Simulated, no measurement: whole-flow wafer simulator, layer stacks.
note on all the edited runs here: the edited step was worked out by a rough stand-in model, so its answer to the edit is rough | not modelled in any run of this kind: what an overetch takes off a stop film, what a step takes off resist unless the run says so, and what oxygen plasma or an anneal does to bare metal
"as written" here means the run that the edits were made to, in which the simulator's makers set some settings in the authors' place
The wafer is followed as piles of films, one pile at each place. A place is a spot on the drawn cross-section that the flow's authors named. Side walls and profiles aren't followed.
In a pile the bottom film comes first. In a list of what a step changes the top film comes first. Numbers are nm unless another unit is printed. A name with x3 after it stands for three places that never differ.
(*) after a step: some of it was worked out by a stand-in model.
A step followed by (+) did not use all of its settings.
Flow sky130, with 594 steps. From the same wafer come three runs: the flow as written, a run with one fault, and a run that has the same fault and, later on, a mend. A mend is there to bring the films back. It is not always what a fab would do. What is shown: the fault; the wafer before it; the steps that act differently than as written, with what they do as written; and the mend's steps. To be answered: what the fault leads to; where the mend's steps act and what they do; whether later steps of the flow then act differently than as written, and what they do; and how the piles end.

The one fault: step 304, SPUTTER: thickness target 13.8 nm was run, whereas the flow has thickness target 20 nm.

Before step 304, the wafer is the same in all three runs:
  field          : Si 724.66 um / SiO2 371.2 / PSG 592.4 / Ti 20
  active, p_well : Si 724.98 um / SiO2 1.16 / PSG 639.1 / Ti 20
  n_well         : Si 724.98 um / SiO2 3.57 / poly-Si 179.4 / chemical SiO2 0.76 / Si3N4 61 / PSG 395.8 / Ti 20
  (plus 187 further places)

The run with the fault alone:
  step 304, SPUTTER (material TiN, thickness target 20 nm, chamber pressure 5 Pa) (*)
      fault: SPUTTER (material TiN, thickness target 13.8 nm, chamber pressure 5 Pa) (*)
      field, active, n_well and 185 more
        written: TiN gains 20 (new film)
        fault: TiN gains 13.8 (new film)
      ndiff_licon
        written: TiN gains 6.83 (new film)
        fault: TiN gains 4.76 (new film)
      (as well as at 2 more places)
  Steps further on in the flow that do not act as written (7 other steps are not shown; they differ only slightly, by no more than 2% or 0.5 nm, whichever is larger):
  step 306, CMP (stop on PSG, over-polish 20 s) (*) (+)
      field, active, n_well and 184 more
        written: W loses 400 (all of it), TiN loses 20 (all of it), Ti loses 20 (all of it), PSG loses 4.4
        fault: W loses 400 (all of it), TiN loses 13.8 (all of it), Ti loses 20 (all of it), PSG loses 4.4
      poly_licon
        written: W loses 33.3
        fault: W loses 27.1
  At poly_licon, ndiff_licon, ndiff_licon_cpp, rpo_hd_licon, the piles at the end differ from the flow's by more than 2% or 0.5 nm, whichever is larger.
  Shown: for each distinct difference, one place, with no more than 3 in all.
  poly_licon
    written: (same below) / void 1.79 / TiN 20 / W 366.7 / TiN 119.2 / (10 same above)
    fault: (same below) / void 1.79 / TiN 13.8 / W 372.9 / TiN 119.2 / (10 same above)
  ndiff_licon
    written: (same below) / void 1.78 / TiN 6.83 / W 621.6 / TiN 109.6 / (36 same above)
    fault: (same below) / void 1.78 / TiN 4.76 / W 623.7 / TiN 109.6 / (36 same above)
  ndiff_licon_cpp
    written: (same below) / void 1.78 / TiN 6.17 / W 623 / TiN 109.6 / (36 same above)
    fault: (same below) / void 1.78 / TiN 4.3 / W 624.9 / TiN 109.6 / (36 same above)

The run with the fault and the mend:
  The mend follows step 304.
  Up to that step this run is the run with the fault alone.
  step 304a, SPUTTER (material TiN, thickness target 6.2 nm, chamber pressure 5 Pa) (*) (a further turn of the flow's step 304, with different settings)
      field, active, n_well and 185 more
        TiN gains 6.2
      ndiff_licon
        TiN gains 2.07
      ndiff_licon_cpp
        TiN gains 1.87
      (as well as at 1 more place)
  Every later step of the flow that is run acts as written, at every place that is followed, to within 2% or 0.5 nm, whichever is larger.
  At the end the piles are close to the flow's at the places that both follow, differing by at most 2% or 0.5 nm, whichever is larger.
